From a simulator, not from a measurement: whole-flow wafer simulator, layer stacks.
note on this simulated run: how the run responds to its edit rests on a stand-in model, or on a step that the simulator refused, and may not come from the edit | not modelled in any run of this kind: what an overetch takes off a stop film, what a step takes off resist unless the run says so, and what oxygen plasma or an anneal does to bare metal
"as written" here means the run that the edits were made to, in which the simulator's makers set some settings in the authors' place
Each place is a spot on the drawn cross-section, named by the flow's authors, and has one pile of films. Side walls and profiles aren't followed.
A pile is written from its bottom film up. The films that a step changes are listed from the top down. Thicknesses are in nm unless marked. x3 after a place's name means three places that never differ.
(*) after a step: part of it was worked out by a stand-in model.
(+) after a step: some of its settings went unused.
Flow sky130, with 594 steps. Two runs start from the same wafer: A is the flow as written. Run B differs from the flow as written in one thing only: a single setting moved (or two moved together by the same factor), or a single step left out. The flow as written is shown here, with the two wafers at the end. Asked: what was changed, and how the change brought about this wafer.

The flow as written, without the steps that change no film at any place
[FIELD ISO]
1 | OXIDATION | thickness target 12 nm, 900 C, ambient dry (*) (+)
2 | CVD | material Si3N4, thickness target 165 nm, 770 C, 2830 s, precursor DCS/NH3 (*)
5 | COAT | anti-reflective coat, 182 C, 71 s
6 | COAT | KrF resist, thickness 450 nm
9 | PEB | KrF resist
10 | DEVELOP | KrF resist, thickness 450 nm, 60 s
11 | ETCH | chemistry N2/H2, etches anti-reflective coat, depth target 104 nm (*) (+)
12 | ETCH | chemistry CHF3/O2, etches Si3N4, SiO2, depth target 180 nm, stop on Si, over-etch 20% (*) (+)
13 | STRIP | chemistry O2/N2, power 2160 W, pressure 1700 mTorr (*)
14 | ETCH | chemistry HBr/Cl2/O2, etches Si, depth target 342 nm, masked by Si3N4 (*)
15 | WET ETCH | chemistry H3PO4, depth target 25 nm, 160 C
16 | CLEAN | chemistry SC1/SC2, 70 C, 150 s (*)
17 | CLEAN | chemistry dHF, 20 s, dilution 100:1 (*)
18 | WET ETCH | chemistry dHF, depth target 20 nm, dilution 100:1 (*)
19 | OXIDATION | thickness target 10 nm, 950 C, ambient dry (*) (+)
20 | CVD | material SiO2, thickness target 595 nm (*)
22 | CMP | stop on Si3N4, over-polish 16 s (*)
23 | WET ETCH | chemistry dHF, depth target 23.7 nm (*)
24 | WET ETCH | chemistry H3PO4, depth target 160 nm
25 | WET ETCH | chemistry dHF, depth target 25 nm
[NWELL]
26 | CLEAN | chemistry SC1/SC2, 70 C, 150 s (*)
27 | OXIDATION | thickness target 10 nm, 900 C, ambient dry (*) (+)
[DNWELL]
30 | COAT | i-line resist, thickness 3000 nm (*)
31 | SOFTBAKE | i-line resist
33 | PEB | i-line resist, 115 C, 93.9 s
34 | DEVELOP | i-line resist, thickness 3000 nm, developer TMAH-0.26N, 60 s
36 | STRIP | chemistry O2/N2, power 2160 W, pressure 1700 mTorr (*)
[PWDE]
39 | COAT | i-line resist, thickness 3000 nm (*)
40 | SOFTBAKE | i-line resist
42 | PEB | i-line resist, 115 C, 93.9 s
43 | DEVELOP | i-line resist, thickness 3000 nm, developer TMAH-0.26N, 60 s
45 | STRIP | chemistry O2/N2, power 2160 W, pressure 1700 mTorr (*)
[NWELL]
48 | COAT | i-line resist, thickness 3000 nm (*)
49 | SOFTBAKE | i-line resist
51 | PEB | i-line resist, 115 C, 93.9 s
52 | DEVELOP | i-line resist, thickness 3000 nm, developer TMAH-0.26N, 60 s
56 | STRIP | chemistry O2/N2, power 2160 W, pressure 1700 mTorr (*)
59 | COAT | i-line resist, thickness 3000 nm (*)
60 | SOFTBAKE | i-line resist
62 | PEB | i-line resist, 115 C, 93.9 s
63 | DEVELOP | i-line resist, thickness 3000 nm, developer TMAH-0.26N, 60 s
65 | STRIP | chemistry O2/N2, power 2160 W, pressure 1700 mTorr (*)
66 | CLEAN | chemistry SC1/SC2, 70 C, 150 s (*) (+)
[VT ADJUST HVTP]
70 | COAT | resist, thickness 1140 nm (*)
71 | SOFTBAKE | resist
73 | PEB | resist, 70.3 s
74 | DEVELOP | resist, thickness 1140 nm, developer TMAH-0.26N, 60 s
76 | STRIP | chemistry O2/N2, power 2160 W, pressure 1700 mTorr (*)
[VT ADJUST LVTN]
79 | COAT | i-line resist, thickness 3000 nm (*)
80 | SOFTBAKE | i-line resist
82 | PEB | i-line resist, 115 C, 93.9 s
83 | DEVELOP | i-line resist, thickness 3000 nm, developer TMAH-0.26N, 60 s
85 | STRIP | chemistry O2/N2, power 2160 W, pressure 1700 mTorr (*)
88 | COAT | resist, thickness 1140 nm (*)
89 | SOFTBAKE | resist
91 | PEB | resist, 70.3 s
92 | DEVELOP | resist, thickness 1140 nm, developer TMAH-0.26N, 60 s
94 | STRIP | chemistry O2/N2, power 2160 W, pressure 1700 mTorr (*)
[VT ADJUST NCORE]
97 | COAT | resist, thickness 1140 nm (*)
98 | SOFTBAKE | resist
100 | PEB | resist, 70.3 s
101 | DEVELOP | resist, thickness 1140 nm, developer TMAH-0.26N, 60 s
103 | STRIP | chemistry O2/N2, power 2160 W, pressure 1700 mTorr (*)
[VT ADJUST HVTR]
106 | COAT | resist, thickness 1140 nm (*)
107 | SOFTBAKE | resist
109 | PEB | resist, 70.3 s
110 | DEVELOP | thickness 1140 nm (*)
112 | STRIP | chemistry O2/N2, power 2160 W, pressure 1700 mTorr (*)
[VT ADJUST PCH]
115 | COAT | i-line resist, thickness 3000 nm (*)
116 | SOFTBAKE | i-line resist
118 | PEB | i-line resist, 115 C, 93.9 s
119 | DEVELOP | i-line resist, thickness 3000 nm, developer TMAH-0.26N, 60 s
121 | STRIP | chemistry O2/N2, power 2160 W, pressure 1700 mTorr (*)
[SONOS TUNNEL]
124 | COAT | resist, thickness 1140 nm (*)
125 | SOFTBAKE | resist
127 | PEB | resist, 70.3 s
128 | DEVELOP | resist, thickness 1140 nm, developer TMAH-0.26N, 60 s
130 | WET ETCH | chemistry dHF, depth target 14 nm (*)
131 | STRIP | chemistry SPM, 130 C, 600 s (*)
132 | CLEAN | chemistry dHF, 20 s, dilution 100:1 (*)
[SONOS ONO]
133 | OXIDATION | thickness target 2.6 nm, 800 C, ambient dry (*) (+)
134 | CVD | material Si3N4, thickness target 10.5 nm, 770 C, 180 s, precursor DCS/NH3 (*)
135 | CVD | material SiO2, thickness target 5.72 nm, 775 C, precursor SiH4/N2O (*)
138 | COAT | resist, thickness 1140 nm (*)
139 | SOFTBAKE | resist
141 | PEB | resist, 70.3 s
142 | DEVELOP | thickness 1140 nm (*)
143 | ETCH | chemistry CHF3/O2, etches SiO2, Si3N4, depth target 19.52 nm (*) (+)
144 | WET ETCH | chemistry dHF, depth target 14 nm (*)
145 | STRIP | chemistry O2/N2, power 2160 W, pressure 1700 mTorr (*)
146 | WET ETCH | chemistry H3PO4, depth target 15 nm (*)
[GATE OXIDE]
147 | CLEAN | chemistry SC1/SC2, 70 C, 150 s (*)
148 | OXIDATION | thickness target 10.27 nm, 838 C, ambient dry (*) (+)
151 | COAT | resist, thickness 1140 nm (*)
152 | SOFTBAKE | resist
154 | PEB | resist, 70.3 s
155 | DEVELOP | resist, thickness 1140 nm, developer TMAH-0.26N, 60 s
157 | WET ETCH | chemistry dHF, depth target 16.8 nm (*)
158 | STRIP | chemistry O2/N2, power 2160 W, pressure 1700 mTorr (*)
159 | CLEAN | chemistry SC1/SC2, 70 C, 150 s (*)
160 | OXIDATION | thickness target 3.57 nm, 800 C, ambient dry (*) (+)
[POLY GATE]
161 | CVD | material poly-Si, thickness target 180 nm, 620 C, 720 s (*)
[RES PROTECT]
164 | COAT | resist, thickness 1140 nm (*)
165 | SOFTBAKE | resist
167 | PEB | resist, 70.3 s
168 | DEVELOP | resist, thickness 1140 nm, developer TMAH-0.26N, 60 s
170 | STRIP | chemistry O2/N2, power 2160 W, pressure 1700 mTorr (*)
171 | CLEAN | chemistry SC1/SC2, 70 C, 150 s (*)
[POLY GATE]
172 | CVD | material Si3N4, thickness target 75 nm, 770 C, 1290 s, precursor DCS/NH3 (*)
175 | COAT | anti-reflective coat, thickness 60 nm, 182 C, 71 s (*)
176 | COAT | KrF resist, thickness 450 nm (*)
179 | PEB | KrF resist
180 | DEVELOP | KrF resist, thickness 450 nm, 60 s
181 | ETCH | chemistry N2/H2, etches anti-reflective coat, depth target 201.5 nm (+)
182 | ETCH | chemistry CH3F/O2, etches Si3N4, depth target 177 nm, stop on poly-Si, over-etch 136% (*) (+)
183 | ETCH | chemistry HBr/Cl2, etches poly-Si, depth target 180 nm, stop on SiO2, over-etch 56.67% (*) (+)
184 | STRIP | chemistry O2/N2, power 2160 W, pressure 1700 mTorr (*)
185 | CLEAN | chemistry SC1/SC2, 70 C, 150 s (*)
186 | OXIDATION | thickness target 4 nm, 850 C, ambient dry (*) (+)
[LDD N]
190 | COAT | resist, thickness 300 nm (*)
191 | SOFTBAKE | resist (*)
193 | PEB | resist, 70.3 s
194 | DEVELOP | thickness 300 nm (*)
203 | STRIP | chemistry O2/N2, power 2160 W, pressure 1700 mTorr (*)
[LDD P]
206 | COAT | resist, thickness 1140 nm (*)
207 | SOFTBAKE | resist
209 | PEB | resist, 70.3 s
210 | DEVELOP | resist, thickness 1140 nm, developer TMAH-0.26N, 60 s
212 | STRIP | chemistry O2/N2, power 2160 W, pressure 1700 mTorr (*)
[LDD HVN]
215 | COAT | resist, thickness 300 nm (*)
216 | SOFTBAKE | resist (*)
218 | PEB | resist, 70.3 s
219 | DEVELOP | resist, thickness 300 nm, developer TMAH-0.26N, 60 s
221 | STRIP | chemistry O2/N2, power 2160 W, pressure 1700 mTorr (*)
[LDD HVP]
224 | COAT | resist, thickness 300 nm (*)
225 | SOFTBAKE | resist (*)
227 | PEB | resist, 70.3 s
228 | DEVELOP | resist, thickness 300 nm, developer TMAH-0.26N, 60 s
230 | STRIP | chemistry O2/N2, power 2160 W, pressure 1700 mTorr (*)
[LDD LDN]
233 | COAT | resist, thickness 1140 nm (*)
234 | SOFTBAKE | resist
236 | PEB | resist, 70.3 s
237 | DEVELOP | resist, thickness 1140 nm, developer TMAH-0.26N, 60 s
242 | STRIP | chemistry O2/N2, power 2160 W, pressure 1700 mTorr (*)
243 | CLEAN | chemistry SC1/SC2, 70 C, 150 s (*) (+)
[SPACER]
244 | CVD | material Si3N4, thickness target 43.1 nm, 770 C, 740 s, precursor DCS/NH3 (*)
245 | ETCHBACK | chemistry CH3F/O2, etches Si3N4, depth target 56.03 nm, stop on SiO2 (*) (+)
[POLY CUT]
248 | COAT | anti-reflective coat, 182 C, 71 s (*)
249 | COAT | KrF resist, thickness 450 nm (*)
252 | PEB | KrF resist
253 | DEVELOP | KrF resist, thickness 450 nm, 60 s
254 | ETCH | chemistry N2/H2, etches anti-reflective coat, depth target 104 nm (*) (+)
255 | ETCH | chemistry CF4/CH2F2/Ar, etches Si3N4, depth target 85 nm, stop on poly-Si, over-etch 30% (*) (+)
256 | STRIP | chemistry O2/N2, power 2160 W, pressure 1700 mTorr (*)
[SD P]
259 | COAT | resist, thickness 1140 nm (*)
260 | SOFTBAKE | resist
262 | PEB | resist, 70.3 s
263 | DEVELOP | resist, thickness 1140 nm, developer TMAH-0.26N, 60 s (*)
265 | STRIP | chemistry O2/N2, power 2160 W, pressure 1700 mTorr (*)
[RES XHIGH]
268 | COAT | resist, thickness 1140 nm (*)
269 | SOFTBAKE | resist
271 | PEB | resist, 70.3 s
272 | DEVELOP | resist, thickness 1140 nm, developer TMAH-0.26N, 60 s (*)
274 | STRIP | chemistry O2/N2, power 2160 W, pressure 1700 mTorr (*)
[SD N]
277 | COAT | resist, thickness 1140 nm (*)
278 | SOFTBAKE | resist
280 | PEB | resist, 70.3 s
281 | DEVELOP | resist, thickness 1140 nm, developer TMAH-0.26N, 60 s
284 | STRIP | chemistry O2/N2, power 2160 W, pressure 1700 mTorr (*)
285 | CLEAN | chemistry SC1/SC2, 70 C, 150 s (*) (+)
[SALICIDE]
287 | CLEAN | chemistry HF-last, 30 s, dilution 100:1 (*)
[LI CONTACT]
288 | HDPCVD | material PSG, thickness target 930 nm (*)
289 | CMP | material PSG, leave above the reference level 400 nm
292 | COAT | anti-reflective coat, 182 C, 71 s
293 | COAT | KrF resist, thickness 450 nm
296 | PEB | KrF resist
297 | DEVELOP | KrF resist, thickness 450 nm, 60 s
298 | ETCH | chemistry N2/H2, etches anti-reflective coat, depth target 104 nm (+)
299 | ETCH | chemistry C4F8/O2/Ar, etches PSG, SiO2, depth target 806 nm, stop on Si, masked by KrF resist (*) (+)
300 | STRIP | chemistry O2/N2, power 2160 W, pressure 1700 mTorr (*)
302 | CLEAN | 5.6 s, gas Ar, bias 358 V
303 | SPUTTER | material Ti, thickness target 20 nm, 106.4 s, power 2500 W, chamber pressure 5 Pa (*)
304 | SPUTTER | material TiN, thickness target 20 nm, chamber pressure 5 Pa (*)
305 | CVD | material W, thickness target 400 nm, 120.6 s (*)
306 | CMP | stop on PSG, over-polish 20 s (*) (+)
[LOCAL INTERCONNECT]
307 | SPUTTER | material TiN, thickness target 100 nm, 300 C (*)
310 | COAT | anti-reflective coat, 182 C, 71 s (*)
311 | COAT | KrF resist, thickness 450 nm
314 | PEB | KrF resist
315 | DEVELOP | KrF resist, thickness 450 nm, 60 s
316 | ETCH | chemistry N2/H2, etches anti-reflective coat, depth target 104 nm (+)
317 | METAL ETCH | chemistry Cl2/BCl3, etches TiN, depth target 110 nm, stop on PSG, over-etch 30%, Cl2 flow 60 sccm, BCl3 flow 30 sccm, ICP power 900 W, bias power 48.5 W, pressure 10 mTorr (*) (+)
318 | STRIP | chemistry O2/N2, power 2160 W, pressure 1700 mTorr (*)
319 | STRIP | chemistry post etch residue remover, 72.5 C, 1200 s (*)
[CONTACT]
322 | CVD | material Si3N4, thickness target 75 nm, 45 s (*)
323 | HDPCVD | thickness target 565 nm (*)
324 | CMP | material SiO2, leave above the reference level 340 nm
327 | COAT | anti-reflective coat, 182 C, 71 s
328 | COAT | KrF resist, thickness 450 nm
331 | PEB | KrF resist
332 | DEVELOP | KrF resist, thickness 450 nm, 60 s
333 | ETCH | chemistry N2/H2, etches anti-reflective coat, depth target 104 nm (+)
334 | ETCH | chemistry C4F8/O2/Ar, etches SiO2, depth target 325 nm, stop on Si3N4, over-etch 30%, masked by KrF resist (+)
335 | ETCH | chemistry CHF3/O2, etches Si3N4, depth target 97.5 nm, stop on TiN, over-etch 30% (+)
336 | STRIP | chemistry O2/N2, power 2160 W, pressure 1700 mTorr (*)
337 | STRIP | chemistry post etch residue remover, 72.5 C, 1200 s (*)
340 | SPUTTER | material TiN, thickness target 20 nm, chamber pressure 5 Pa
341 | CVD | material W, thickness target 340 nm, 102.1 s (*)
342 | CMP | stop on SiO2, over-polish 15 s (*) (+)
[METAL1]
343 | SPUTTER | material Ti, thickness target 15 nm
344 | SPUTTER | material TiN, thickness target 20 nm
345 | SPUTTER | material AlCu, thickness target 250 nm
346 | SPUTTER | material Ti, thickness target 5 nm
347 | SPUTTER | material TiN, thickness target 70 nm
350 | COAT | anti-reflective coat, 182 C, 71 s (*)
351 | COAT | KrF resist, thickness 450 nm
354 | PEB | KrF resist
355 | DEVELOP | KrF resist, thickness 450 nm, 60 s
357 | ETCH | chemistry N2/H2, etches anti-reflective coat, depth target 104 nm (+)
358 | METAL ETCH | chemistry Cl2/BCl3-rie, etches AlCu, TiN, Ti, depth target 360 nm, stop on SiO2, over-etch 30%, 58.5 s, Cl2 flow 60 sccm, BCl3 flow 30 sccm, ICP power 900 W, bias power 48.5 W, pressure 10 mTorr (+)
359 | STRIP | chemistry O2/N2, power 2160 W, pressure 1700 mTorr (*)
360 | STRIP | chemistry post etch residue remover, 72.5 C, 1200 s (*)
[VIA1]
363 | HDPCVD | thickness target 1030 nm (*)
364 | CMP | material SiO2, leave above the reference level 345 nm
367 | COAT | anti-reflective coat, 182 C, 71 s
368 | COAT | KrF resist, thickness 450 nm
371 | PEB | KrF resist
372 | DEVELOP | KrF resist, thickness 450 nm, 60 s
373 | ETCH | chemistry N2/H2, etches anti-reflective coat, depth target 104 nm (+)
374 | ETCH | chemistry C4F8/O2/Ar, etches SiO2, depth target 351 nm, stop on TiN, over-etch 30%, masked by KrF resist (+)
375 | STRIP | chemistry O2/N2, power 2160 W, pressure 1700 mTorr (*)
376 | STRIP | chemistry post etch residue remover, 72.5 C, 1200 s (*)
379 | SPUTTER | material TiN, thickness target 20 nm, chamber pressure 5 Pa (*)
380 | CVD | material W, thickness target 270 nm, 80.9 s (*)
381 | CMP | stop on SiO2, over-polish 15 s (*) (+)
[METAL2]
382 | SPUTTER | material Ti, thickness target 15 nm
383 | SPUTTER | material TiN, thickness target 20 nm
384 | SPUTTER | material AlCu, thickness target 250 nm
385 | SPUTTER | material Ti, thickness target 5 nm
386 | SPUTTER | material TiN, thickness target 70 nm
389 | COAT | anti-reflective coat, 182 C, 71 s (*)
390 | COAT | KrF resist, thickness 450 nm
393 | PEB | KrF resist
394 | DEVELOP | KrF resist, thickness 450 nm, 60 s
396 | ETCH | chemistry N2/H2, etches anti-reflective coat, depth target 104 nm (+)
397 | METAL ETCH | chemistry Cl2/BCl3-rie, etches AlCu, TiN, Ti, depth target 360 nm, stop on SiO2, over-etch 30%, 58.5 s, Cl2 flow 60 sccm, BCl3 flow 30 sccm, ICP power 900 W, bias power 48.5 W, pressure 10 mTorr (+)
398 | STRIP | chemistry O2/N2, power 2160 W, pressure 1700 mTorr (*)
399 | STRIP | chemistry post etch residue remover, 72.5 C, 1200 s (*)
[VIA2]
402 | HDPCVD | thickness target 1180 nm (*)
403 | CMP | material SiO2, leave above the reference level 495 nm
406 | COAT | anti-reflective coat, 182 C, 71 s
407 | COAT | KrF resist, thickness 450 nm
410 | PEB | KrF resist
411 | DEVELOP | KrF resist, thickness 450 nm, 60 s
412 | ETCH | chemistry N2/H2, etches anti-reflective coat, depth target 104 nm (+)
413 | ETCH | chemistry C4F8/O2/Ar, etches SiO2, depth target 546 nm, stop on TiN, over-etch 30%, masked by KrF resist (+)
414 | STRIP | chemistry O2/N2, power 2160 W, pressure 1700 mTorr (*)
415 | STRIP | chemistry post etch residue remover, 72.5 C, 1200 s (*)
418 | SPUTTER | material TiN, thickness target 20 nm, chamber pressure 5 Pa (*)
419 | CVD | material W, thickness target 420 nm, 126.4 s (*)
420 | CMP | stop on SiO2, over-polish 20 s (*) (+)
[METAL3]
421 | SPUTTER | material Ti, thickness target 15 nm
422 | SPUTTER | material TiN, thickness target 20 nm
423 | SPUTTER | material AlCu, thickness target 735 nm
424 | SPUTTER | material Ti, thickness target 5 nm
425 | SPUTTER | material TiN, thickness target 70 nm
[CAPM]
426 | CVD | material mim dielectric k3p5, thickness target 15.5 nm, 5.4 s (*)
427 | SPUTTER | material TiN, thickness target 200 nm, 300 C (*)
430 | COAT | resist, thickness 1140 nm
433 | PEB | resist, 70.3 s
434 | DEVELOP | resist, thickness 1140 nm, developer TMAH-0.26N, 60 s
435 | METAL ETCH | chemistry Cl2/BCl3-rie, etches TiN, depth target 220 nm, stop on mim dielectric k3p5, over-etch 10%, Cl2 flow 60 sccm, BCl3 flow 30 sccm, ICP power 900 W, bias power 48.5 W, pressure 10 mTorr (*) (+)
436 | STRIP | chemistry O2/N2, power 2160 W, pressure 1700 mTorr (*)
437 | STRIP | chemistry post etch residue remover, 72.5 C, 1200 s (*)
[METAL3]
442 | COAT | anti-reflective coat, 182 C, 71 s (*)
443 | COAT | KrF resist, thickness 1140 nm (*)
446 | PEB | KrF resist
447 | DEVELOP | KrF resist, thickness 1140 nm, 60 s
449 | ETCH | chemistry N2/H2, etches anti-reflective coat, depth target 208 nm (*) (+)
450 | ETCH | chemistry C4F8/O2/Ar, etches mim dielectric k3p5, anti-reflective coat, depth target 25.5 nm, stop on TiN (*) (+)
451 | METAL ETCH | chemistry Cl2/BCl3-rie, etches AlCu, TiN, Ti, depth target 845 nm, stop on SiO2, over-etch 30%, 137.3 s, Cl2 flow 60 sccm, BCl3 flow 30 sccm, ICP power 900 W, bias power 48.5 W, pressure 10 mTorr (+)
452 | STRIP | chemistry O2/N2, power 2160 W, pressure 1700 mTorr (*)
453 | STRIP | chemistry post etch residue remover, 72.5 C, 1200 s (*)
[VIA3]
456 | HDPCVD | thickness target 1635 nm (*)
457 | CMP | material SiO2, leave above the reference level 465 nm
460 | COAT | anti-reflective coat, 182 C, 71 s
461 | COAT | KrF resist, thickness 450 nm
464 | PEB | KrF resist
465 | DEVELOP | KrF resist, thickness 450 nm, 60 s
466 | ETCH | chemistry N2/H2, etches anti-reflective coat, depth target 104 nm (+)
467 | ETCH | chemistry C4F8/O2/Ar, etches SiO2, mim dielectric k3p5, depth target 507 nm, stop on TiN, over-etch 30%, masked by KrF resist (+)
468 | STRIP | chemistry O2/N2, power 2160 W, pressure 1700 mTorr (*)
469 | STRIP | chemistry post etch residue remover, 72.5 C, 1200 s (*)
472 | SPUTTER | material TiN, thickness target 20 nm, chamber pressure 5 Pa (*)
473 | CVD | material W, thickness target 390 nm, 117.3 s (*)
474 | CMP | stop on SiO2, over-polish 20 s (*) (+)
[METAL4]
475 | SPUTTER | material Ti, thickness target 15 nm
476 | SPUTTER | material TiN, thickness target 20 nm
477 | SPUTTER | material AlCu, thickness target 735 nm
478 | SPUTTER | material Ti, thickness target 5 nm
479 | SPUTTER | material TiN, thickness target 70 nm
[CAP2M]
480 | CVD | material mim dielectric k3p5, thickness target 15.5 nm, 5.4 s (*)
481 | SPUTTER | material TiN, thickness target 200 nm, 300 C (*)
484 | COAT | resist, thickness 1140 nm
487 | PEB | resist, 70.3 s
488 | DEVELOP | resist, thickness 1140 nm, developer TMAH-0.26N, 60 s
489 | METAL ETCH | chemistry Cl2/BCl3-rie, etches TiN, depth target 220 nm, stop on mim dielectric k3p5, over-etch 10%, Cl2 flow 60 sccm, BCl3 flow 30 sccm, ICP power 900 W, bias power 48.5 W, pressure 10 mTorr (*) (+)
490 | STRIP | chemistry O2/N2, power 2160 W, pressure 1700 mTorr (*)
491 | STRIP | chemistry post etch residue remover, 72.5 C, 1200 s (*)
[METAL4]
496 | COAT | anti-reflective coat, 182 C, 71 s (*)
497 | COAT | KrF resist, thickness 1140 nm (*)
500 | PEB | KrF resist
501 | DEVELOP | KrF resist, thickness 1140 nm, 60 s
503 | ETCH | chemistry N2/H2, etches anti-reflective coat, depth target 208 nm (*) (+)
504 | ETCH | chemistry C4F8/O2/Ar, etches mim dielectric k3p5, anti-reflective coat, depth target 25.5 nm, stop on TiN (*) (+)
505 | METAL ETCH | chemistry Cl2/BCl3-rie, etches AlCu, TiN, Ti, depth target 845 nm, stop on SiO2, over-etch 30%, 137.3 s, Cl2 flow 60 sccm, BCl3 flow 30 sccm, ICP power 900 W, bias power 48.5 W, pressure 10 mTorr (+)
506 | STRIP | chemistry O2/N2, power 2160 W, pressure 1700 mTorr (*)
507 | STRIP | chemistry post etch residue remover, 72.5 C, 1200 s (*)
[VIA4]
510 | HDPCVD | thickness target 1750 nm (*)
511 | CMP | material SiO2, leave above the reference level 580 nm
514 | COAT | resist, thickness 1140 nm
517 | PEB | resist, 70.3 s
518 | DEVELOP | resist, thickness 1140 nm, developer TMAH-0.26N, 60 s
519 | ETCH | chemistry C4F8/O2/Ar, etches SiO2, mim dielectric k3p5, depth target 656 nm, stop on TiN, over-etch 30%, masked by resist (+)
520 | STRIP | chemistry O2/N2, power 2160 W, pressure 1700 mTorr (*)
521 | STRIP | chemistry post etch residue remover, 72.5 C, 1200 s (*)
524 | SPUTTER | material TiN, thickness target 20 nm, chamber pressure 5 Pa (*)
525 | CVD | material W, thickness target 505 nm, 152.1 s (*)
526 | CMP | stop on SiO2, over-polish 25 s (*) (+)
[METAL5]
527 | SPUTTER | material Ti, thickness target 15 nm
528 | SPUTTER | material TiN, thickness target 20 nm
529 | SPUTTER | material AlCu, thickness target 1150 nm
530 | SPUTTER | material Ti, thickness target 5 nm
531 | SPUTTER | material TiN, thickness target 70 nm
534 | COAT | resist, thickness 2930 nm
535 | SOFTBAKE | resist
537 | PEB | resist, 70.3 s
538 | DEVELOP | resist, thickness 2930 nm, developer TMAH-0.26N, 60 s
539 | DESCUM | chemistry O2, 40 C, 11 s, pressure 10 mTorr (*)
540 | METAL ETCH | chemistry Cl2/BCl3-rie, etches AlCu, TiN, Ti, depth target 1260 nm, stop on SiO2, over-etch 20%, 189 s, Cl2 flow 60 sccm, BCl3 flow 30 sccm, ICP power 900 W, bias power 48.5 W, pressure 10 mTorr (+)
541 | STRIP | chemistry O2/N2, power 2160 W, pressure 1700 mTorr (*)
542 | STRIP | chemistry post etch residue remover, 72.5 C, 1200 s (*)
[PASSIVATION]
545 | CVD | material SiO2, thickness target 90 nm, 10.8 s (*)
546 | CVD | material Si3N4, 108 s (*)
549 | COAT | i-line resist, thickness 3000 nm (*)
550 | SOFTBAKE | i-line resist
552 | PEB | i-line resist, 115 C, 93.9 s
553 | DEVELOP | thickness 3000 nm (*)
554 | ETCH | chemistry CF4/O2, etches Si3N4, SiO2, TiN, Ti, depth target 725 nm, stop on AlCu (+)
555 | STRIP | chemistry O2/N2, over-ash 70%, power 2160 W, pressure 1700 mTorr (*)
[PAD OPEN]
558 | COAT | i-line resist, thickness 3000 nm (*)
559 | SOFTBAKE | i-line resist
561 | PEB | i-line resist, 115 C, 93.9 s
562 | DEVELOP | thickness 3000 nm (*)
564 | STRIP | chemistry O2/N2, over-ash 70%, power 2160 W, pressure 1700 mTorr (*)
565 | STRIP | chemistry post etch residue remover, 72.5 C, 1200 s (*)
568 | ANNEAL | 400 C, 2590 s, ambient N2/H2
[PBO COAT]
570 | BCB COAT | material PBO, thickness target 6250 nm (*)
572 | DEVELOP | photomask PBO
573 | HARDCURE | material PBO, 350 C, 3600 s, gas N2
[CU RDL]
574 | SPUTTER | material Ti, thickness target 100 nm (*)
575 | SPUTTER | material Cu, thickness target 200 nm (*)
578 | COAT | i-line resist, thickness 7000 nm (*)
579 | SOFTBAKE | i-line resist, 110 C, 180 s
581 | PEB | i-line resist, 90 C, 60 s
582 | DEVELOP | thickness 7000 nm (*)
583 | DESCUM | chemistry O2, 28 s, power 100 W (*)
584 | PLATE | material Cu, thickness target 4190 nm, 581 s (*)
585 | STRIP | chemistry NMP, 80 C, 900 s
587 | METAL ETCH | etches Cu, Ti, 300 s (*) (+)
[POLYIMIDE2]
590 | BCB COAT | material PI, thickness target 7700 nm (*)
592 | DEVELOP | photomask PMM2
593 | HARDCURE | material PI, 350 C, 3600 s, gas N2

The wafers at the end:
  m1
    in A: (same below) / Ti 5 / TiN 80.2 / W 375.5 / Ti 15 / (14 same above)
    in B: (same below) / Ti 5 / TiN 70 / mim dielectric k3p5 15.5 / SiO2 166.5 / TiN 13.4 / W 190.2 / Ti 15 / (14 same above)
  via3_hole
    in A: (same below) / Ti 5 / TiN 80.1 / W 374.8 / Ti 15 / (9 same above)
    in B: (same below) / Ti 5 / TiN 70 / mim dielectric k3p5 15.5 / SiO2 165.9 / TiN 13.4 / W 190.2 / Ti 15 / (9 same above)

What caused this: step 467, ETCH: depth target 208 nm was run, while the flow as written has depth target 507 nm.

How this came from the change, step by step:
  467 | ETCH | chemistry C4F8/O2/Ar, etches SiO2, mim dielectric k3p5, depth target 507 nm, stop on TiN, over-etch 30%, masked by KrF resist (+)
      m1: A SiO2 loses 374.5 (all of it), mim dielectric k3p5 loses 15.5 (all of it) | B SiO2 loses 208
      via3_hole: A SiO2 loses 373.9 (all of it), mim dielectric k3p5 loses 15.5 (all of it) | B SiO2 loses 208
      (and at 190 other places as well)
  468 | STRIP | chemistry O2/N2, power 2160 W, pressure 1700 mTorr (*)
      field, active, n_well and 187 more: A KrF resist loses 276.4 (all of it), anti-reflective coat loses 80 (all of it) | B KrF resist loses 336.2 (all of it), anti-reflective coat loses 80 (all of it)
  472 | SPUTTER | material TiN, thickness target 20 nm, chamber pressure 5 Pa (*)
      m1, via3_hole: A TiN gains 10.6 | B TiN gains 13.4 (new film)
  473 | CVD | material W, thickness target 390 nm, 117.3 s (*)
      m1: A W gains 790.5 (new film) | B W gains 605.2 (new film)
      via3_hole: A W gains 789.9 (new film) | B W gains 605.2 (new film)
Taking metal films that touch as one body, m1 has 3 bodies (between them, from the top down: SiO2 166.5 / mim dielectric k3p5 15.5; SiO2 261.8 / Si3N4 75); the flow as written gives 2 bodies (between them, from the top down: SiO2 261.8 / Si3N4 75).
Taking metal films that touch as one body, via3_hole has 2 bodies (between them, from the top down: SiO2 165.9 / mim dielectric k3p5 15.5); the flow as written gives 1 body.
